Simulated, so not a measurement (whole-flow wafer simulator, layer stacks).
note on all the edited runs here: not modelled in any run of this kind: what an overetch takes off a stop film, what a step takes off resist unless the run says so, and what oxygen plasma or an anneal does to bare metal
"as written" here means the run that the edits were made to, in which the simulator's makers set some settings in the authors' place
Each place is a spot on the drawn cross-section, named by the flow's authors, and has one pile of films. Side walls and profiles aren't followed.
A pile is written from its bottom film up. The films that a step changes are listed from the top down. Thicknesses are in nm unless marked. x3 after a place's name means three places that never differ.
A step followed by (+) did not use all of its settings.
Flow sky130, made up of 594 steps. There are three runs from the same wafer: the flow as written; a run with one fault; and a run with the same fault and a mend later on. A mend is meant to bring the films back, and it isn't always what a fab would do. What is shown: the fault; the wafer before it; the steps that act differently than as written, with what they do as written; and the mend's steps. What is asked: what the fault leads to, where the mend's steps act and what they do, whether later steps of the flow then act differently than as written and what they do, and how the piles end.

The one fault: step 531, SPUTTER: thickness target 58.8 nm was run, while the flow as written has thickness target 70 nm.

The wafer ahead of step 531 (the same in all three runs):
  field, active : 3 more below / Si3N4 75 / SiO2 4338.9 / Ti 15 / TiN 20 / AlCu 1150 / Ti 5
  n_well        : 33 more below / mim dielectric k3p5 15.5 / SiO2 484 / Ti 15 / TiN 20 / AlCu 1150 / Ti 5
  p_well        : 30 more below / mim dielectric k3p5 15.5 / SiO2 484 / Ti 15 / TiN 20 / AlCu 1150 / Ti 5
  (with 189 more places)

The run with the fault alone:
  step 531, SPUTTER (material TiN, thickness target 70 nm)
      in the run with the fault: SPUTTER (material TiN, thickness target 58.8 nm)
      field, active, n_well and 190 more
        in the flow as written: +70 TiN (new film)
        in the run with the fault: +58.8 TiN (new film)
  Later steps of the flow acting differently than as written (21 other steps are not shown; they differ only slightly, by no more than 2% or 0.5 nm, whichever is larger):
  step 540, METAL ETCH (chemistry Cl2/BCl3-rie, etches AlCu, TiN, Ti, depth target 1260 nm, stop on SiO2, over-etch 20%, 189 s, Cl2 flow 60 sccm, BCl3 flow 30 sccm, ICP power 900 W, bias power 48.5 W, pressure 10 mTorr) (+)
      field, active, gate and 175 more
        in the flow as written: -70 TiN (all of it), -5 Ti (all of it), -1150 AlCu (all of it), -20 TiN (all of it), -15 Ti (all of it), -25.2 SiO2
        in the run with the fault: -58.8 TiN (all of it), -5 Ti (all of it), -1150 AlCu (all of it), -20 TiN (all of it), -15 Ti (all of it), -26.3 SiO2
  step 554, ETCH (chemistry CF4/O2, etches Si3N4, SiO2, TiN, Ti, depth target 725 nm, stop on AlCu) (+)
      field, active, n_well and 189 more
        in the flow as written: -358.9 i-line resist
        in the run with the fault: -347.7 i-line resist
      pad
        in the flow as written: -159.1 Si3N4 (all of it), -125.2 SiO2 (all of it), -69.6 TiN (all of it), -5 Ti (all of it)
        in the run with the fault: -159.1 Si3N4 (all of it), -125.2 SiO2 (all of it), -58.4 TiN (all of it), -5 Ti (all of it)
  By the end, the piles at n_well, p_well, sd_n and 11 more depart from the flow's by more than 2% or 0.5 nm, whichever is larger.
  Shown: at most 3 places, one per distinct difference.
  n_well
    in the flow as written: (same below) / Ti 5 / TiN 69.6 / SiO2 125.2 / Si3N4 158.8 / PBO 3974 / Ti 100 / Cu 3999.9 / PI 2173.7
    in the run with the fault: (same below) / Ti 5 / TiN 58.4 / SiO2 125.2 / Si3N4 158.8 / PBO 3982.1 / Ti 100 / Cu 3999.9 / PI 2175
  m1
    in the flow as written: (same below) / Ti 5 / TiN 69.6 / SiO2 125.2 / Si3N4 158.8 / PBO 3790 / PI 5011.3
    in the run with the fault: (same below) / Ti 5 / TiN 58.4 / SiO2 125.2 / Si3N4 158.8 / PBO 3799.3 / PI 5011.9
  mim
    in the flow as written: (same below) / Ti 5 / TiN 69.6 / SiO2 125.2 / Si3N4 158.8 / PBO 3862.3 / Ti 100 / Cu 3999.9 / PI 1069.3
    in the run with the fault: (same below) / Ti 5 / TiN 58.4 / SiO2 125.2 / Si3N4 158.8 / PBO 3870.9 / Ti 100 / Cu 3999.9 / PI 1070.4

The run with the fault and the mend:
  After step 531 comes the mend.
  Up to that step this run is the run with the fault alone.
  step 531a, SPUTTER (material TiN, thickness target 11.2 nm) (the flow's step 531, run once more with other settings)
      field, active, n_well and 190 more
        +11.2 TiN
  Later steps of the flow that are run all act as written at every place that is followed.
  At every place that both follow, the piles at the end match the flow's.
